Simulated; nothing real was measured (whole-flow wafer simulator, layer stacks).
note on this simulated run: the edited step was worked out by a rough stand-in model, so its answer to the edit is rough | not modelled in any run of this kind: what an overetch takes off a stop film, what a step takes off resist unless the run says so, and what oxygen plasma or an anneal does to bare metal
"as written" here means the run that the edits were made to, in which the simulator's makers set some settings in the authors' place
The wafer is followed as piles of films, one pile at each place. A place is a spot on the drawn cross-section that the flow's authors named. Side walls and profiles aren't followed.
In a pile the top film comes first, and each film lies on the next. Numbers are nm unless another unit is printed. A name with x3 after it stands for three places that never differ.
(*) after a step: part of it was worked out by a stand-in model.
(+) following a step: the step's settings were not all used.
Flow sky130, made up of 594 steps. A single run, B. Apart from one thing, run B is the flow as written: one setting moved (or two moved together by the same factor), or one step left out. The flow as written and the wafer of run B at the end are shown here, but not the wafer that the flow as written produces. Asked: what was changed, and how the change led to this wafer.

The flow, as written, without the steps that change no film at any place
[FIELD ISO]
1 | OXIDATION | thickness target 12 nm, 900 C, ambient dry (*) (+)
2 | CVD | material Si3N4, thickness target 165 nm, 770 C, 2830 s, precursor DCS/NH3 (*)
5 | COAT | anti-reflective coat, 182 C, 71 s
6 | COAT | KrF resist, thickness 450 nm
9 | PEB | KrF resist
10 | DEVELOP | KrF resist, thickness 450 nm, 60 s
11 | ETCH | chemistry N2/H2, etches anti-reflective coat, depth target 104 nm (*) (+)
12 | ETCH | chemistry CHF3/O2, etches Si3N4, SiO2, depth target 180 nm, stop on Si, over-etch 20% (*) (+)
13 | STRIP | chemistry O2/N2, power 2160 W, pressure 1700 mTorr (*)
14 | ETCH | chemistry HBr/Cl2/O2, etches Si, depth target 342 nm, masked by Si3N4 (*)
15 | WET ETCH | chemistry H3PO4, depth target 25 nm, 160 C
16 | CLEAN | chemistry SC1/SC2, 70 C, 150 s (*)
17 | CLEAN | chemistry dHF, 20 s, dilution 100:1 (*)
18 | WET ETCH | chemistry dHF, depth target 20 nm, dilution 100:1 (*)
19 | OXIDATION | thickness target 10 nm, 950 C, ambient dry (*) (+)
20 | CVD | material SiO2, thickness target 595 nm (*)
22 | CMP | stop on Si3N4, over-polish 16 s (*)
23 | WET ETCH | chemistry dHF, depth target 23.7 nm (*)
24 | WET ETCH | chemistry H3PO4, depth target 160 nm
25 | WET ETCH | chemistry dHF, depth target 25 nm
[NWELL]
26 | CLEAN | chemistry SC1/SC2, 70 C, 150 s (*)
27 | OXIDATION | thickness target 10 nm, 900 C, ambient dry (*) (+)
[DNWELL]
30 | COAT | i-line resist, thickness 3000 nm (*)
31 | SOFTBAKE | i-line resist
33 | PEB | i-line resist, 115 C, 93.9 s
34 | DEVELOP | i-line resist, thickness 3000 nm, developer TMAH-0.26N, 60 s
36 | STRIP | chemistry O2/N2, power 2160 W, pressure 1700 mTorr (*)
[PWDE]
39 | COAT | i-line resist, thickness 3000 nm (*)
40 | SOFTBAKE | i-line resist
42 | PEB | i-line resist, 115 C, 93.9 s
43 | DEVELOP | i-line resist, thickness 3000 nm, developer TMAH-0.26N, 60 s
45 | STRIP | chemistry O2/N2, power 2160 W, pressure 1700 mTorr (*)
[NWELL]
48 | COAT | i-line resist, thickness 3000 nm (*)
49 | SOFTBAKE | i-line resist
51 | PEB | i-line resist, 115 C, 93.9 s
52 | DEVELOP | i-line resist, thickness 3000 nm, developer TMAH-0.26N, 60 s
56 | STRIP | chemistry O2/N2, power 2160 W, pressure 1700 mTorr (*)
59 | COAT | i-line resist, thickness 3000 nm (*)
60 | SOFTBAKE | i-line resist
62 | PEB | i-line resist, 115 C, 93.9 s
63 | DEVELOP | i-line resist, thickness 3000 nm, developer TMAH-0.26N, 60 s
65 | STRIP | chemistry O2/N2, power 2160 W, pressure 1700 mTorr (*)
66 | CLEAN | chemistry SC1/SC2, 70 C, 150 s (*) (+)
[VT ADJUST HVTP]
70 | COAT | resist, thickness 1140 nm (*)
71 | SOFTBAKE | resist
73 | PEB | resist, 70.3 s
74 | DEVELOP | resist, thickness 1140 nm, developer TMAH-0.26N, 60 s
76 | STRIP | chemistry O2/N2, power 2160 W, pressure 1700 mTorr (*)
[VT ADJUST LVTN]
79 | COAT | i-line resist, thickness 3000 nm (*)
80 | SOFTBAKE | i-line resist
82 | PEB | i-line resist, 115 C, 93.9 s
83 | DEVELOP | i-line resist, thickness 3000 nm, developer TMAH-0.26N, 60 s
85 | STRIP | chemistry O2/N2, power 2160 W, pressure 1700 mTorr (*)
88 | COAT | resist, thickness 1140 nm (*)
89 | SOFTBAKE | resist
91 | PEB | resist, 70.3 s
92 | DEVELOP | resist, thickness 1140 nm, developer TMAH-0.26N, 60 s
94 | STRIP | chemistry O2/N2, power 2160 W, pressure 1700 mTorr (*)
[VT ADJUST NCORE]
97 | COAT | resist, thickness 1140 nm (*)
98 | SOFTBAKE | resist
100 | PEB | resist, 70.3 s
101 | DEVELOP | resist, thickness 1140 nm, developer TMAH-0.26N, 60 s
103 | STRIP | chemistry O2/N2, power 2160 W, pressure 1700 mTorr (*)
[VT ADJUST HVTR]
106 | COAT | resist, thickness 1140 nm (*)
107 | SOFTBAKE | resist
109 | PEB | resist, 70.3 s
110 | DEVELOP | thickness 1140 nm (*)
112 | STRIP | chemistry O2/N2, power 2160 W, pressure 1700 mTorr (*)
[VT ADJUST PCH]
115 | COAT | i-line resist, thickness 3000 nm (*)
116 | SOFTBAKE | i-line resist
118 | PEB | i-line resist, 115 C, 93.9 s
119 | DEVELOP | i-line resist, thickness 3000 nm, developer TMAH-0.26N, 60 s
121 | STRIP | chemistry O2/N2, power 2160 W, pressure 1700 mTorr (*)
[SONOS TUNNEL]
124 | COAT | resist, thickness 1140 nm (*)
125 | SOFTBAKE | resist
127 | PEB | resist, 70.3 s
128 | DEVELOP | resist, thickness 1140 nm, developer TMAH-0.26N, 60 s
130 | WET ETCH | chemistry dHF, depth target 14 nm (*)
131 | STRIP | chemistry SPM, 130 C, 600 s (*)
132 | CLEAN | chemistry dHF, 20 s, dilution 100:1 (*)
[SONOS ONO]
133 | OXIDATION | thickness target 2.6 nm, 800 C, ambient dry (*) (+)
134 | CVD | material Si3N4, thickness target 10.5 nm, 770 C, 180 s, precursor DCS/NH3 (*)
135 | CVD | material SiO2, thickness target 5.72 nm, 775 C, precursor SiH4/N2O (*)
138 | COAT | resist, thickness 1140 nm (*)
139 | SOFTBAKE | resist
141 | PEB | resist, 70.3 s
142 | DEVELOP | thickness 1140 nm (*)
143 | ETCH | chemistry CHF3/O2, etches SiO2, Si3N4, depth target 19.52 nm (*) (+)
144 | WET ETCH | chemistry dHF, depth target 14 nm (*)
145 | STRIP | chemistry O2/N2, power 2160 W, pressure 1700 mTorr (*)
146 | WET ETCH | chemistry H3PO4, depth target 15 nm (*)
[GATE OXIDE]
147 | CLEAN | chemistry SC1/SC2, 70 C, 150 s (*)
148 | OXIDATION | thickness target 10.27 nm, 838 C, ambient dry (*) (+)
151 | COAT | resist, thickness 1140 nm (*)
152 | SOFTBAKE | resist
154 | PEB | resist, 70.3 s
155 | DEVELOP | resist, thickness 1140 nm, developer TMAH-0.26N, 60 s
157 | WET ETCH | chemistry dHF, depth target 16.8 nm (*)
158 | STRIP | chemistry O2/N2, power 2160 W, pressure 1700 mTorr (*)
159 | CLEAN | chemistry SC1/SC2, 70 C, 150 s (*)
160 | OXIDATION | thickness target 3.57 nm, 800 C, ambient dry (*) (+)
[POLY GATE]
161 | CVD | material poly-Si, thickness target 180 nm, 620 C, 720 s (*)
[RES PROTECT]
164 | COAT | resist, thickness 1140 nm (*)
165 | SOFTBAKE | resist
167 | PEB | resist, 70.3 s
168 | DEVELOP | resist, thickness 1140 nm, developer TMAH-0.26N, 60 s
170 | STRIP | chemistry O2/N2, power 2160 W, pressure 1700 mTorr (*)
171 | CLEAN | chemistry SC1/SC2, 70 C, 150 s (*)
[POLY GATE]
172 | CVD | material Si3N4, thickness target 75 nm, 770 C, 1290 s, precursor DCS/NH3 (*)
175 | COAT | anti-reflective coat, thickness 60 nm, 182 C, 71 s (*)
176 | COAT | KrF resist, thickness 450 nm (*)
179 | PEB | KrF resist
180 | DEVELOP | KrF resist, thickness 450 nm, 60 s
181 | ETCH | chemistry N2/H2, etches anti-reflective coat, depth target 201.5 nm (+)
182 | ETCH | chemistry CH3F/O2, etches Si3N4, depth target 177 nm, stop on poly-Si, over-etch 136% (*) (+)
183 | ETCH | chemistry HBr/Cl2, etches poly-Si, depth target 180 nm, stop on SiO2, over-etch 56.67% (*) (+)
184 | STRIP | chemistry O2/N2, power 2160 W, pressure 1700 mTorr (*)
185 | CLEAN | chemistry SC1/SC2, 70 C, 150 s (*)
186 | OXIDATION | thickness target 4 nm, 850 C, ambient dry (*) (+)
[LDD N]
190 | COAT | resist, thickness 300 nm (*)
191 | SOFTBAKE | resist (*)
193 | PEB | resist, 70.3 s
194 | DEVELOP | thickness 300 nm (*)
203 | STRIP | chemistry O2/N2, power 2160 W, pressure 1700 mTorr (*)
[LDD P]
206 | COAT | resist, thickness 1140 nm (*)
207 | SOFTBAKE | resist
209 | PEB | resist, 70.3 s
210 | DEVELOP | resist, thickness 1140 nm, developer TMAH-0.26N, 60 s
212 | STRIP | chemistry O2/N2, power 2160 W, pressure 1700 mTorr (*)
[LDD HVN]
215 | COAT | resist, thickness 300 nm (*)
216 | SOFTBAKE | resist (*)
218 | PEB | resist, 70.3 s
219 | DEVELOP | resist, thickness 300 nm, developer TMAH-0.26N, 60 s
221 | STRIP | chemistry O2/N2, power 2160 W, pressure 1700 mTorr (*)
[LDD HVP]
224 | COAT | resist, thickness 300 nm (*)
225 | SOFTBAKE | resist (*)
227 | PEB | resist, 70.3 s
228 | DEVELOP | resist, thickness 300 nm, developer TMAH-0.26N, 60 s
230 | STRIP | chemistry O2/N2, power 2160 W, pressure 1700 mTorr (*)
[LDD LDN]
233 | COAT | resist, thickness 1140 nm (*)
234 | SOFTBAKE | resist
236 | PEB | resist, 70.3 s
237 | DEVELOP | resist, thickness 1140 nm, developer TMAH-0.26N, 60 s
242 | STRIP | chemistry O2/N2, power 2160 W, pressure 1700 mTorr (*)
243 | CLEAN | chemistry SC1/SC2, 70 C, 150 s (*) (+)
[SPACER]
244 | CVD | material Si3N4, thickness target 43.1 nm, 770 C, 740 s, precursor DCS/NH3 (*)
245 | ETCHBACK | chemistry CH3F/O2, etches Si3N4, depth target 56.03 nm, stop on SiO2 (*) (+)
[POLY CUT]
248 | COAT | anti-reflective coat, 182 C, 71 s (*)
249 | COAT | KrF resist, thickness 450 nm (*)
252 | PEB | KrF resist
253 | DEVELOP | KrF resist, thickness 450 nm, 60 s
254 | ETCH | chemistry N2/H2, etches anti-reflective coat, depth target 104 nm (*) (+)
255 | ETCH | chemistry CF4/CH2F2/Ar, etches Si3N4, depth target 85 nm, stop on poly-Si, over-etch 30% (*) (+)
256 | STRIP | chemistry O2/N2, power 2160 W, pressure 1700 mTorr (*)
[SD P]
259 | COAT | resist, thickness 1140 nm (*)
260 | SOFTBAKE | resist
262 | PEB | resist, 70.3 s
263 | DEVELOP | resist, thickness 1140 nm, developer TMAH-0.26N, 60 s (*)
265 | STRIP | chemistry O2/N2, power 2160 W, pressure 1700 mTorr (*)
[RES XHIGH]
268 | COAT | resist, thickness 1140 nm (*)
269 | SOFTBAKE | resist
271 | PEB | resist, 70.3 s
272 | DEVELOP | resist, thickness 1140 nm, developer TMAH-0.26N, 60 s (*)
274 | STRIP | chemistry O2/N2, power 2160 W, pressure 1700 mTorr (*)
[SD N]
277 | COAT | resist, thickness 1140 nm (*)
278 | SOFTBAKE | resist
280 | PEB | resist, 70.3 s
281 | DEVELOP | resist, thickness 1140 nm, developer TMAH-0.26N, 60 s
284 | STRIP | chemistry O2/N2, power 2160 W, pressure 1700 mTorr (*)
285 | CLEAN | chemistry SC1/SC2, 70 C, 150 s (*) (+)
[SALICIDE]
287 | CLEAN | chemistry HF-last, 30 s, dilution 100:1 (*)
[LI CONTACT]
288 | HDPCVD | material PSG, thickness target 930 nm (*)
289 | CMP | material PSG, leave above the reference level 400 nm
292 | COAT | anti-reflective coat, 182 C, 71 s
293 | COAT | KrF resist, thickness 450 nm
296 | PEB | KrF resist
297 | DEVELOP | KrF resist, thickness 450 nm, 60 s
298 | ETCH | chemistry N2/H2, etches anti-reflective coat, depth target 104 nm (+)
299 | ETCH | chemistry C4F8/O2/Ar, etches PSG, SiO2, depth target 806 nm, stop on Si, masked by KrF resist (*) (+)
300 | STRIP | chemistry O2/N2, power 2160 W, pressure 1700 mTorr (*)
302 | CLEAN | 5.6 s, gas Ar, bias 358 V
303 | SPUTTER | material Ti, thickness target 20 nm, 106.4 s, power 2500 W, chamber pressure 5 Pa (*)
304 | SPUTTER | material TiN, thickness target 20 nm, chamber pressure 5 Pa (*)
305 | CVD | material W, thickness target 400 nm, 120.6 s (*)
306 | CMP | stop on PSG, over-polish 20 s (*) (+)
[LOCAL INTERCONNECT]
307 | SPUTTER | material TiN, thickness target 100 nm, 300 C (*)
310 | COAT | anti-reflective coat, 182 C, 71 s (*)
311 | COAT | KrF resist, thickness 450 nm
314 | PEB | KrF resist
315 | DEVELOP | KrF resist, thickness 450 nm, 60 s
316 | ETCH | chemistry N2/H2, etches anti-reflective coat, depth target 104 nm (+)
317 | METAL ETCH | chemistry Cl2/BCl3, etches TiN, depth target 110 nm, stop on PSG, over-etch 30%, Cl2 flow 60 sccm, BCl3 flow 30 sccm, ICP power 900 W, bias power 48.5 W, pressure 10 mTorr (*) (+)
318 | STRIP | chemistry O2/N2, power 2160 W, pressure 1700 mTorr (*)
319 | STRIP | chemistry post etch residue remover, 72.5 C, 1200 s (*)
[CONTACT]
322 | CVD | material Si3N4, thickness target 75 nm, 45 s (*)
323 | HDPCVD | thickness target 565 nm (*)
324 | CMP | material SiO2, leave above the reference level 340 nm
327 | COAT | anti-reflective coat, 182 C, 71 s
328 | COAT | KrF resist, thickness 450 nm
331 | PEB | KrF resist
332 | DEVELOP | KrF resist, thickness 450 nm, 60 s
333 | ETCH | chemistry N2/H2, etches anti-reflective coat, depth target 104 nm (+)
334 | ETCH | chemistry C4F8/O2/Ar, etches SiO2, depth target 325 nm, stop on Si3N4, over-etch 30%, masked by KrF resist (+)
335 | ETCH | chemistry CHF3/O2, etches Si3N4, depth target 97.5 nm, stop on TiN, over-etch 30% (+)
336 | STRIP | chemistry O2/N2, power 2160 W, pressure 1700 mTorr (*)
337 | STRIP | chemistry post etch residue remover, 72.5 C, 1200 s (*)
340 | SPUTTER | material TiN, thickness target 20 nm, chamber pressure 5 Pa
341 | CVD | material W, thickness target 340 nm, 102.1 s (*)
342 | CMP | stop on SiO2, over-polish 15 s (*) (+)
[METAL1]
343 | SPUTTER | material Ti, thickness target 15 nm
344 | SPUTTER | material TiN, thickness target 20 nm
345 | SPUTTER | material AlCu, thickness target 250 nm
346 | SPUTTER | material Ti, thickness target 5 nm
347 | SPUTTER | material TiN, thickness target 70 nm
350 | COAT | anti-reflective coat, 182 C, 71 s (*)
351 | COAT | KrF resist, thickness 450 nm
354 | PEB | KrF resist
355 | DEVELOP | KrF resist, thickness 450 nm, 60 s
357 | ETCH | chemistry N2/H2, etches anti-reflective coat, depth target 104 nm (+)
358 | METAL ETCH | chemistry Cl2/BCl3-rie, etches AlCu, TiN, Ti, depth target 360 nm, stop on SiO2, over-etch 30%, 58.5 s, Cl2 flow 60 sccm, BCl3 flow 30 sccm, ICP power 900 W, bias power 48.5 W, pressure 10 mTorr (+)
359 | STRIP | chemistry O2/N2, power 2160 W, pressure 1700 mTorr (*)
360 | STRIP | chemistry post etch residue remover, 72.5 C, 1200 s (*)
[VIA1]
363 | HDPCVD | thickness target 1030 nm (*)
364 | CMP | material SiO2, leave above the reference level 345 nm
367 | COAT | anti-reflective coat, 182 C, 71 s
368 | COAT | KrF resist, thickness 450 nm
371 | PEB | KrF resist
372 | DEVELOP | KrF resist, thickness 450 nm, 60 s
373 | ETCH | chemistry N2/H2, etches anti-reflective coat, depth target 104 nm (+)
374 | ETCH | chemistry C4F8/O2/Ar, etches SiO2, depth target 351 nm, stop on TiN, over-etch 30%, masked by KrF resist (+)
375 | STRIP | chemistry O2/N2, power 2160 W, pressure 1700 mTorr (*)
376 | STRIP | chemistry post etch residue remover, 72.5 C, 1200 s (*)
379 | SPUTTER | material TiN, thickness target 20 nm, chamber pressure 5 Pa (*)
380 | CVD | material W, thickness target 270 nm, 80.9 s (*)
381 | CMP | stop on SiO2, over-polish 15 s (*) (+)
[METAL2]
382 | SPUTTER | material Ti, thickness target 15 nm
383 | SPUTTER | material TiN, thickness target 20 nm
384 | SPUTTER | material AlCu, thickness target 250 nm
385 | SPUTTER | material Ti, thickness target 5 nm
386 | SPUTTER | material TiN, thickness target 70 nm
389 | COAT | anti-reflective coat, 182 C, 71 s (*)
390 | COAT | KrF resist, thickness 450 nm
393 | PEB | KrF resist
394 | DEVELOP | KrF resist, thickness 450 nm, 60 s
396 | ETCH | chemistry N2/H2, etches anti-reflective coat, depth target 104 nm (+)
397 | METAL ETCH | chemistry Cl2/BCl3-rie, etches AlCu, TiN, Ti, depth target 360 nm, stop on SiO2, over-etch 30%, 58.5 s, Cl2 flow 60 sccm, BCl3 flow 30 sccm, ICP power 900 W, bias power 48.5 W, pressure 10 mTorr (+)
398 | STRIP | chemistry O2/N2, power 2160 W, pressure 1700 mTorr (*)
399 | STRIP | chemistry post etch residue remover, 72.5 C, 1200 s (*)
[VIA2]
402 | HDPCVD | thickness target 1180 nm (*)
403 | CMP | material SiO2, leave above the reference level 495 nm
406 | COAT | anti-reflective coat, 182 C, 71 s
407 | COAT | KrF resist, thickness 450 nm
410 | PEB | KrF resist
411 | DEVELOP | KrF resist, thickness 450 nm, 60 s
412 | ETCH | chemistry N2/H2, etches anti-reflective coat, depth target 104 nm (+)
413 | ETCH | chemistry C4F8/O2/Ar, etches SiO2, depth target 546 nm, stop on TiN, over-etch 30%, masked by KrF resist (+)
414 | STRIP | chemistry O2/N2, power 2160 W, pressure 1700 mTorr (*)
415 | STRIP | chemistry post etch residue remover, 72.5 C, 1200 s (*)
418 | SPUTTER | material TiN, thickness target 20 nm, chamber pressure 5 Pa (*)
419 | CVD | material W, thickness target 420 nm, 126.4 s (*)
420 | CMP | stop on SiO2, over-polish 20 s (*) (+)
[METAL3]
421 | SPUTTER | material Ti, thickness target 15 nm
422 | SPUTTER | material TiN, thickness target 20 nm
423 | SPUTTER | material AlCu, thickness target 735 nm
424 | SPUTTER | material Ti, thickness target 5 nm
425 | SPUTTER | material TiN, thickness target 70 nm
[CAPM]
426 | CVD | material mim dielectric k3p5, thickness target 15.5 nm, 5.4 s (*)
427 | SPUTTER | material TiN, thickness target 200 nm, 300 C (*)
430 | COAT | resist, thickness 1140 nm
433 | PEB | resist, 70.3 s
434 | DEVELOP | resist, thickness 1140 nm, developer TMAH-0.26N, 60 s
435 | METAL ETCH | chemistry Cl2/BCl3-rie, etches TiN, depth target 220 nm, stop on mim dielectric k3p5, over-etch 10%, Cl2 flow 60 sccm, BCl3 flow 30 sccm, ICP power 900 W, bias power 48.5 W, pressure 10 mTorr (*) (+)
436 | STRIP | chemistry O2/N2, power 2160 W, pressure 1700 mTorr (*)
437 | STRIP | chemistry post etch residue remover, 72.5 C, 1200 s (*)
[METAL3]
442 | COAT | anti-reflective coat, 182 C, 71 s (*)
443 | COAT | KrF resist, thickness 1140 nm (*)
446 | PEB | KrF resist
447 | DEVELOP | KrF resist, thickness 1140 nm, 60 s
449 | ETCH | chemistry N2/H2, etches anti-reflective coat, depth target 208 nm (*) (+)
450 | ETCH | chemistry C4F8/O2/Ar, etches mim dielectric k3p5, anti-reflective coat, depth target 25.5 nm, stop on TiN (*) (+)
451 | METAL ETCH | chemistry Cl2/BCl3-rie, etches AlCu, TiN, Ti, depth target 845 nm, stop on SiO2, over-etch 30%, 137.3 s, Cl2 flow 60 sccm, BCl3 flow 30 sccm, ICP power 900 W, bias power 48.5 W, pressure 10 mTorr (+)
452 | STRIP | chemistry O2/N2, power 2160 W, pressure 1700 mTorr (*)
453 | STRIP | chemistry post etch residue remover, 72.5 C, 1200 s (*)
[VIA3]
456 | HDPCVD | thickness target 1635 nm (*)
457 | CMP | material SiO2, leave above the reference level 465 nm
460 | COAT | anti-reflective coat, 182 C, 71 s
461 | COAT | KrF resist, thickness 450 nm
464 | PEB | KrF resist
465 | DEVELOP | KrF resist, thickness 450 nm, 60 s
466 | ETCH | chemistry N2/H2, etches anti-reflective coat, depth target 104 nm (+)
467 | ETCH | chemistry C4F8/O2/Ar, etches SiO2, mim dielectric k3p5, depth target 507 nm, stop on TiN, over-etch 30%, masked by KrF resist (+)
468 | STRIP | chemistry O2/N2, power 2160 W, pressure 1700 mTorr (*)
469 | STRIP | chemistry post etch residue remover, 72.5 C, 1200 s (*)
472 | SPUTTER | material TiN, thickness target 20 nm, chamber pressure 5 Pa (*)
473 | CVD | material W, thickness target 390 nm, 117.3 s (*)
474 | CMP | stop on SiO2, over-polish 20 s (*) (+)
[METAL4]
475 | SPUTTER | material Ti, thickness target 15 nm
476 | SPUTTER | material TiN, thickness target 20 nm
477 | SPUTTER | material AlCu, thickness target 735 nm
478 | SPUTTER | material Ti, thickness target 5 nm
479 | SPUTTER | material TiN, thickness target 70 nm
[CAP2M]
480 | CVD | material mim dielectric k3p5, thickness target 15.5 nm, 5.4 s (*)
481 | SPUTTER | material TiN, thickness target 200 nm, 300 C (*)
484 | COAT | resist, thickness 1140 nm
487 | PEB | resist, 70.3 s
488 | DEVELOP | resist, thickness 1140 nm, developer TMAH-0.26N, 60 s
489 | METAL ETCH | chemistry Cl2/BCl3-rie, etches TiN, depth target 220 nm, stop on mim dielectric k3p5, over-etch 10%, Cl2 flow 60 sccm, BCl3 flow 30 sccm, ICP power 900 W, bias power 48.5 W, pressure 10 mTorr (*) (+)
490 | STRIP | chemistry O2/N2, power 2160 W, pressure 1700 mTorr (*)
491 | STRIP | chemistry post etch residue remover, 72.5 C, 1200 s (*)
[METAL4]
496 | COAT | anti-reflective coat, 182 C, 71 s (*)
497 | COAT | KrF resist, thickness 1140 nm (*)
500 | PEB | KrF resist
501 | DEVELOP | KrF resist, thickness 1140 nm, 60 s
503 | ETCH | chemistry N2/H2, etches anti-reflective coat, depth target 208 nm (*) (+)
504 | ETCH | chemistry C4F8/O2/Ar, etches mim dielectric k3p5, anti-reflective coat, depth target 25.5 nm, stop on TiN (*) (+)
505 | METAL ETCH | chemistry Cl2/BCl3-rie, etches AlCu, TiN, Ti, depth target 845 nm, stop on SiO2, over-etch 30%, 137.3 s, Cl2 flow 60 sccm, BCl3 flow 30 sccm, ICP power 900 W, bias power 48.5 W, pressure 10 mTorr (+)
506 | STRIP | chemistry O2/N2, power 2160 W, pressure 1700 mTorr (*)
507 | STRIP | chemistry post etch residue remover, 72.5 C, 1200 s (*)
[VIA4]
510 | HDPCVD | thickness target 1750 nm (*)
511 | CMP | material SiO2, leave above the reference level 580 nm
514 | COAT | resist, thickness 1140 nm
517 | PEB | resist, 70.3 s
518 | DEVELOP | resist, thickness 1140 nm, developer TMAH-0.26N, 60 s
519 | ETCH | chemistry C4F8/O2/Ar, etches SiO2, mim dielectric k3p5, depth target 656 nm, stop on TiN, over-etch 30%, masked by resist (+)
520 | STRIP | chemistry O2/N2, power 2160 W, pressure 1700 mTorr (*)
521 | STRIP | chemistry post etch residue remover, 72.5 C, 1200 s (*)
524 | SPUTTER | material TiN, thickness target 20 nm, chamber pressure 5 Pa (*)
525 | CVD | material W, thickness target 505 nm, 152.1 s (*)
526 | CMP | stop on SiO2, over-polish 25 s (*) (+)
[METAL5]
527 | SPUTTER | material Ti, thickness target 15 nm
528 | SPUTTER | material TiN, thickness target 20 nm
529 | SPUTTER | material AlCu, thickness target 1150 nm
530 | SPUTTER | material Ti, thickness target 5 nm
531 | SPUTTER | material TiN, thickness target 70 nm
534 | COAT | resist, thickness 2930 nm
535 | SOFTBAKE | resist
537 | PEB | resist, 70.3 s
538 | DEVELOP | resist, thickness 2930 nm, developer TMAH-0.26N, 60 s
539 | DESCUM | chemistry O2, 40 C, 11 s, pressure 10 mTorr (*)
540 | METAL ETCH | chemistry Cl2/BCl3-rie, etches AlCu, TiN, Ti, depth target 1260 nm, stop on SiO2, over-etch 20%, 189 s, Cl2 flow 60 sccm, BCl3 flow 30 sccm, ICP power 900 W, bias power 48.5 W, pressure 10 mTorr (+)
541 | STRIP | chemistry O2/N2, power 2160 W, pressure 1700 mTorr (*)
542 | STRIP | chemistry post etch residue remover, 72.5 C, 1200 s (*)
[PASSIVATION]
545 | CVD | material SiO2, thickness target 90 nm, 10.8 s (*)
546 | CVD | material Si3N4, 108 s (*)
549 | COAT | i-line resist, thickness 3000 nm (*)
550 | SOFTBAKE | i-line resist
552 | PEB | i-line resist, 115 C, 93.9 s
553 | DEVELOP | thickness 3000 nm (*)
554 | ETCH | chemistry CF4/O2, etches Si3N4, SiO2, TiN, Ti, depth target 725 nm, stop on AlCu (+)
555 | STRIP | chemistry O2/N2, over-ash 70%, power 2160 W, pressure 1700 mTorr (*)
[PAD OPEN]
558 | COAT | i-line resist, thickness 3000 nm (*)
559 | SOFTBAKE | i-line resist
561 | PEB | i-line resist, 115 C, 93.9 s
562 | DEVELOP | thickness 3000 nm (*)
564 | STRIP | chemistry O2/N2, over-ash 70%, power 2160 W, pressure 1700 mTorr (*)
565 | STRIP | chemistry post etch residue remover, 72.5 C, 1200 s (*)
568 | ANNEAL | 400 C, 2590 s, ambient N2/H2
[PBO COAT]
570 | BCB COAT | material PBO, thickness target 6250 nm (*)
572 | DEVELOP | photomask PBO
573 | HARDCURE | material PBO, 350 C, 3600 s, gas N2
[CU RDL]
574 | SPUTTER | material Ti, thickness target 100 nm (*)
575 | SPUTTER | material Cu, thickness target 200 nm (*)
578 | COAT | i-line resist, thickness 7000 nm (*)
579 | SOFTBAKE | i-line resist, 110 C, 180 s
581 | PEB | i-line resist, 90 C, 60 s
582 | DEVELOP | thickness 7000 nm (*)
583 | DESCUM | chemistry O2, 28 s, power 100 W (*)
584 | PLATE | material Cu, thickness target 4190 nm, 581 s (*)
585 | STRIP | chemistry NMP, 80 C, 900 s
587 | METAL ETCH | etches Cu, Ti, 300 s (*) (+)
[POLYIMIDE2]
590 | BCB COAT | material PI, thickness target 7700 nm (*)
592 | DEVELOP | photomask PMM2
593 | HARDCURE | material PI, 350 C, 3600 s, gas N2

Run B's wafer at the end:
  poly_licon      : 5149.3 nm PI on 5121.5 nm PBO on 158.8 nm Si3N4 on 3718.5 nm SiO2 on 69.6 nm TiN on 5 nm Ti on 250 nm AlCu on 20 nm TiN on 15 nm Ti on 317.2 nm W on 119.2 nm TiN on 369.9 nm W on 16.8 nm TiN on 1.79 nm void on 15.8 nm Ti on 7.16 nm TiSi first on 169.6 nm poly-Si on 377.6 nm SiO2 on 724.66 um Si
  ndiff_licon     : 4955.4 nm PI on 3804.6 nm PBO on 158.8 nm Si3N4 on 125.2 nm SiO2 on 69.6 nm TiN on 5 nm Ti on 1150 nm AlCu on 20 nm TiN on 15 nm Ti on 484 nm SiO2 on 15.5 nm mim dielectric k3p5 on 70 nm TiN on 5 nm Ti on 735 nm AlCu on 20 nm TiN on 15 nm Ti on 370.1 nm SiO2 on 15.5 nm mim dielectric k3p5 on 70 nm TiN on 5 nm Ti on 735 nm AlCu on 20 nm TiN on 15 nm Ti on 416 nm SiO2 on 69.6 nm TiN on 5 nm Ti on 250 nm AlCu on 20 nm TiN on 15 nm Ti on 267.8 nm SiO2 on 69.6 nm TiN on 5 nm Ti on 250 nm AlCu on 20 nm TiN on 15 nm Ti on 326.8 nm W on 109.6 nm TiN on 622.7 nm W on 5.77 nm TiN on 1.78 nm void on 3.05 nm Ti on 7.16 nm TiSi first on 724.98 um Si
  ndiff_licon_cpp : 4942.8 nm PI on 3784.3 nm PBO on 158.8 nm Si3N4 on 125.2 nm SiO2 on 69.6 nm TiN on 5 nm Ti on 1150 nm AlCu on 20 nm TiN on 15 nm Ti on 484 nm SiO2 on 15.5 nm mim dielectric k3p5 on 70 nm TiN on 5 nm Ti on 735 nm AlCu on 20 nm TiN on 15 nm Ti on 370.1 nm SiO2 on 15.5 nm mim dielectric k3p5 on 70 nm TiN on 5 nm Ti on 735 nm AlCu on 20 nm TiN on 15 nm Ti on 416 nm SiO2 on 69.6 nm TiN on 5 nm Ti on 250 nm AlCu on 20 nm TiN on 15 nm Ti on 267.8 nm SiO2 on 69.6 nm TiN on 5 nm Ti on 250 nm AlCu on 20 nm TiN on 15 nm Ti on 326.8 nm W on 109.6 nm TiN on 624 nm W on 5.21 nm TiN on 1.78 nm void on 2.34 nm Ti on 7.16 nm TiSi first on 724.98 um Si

Cause: step 304, SPUTTER: thickness target 16.8 nm was run, whereas the flow has thickness target 20 nm.
The wafer itself shows it: poly_licon has TiN 16.8, and step 304 as written asks for 20 nm.

The path from the change to this, step by step:
  304 | SPUTTER | material TiN, thickness target 20 nm, chamber pressure 5 Pa (*)
      field, active, n_well and 185 more: +16.8 TiN (new film) (as written it would have been: +20 TiN (new film))
      ndiff_licon: +5.77 TiN (new film) (as written it would have been: +6.83 TiN (new film))
      (as well as at 2 more places)
  306 | CMP | stop on PSG, over-polish 20 s (*) (+)
      field, active, n_well and 184 more: -400 W (all of it), -16.8 TiN (all of it), -20 Ti (all of it), -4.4 PSG (as written it would have been: -400 W (all of it), -20 TiN (all of it), -20 Ti (all of it), -4.4 PSG)
      poly_licon: -30.1 W (as written it would have been: -33.3 W)
